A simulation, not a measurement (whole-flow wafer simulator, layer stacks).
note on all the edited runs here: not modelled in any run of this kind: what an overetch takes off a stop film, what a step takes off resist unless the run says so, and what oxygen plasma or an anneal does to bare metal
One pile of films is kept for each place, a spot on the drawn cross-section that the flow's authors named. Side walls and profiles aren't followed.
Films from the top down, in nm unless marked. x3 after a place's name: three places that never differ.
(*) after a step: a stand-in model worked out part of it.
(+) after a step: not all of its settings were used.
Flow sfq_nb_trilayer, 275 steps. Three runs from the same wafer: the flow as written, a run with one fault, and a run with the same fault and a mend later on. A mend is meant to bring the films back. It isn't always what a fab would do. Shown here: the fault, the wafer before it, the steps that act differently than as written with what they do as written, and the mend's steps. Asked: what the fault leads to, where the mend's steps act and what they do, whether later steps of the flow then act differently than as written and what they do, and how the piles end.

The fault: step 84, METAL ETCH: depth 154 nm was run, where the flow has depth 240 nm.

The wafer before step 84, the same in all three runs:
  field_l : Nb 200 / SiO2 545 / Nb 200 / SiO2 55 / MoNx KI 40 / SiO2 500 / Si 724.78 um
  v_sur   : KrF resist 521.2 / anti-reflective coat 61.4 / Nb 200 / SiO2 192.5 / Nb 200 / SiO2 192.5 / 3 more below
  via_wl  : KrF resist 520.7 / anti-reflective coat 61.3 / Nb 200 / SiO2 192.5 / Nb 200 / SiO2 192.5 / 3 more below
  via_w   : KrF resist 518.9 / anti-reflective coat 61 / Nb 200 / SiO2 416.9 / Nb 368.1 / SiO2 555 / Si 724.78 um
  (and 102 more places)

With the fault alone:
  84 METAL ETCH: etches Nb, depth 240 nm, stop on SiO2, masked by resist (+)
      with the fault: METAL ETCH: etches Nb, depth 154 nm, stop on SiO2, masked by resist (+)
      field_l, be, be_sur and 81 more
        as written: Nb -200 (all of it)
        with the fault: Nb -154
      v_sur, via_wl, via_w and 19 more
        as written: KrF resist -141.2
        with the fault: KrF resist -90.6
  Later steps of the flow that act differently than as written:
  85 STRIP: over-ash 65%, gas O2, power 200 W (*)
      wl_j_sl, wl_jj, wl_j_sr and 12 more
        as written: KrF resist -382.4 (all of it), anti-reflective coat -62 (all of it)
        with the fault: KrF resist -433 (all of it), anti-reflective coat -62 (all of it)
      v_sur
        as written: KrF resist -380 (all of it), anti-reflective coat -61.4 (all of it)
        with the fault: KrF resist -430.6 (all of it), anti-reflective coat -61.4 (all of it)
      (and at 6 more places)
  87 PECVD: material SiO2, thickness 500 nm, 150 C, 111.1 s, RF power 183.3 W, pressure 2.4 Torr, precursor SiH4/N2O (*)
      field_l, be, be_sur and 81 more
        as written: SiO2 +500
        with the fault: SiO2 +500 (new film)
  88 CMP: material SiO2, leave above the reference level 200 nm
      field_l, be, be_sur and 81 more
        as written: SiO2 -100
        with the fault: SiO2 -146
  At the end the piles differ from the flow's by more than 2% or 0.5 nm, whichever is larger, at field_l, be, be_sur and 81 more.
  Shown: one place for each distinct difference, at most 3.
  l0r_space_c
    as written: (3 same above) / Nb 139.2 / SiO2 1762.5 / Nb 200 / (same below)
    with the fault: (3 same above) / Nb 139.2 / SiO2 1131.5 / Nb 46 / SiO2 585 / Nb 200 / (same below)
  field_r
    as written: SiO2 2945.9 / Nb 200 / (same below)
    with the fault: SiO2 2314.9 / Nb 46 / SiO2 585 / Nb 200 / (same below)
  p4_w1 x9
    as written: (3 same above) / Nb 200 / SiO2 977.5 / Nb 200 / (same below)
    with the fault: (3 same above) / Nb 200 / SiO2 346.5 / Nb 46 / SiO2 585 / Nb 200 / (same below)

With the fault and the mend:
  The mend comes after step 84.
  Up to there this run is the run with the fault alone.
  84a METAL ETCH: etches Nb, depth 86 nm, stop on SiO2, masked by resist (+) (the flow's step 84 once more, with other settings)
      field_l, be, be_sur and 81 more
        Nb -46 (all of it)
      v_sur, via_wl, via_w and 19 more
        KrF resist -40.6
  Later steps of the flow that act differently than as written:
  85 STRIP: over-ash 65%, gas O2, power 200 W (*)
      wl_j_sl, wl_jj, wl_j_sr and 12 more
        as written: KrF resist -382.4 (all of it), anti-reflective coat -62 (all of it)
        with the mend: KrF resist -392.4 (all of it), anti-reflective coat -62 (all of it)
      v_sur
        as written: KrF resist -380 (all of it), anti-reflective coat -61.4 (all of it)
        with the mend: KrF resist -390 (all of it), anti-reflective coat -61.4 (all of it)
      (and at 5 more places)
  At the end the piles are the same as the flow's at every place that both follow.
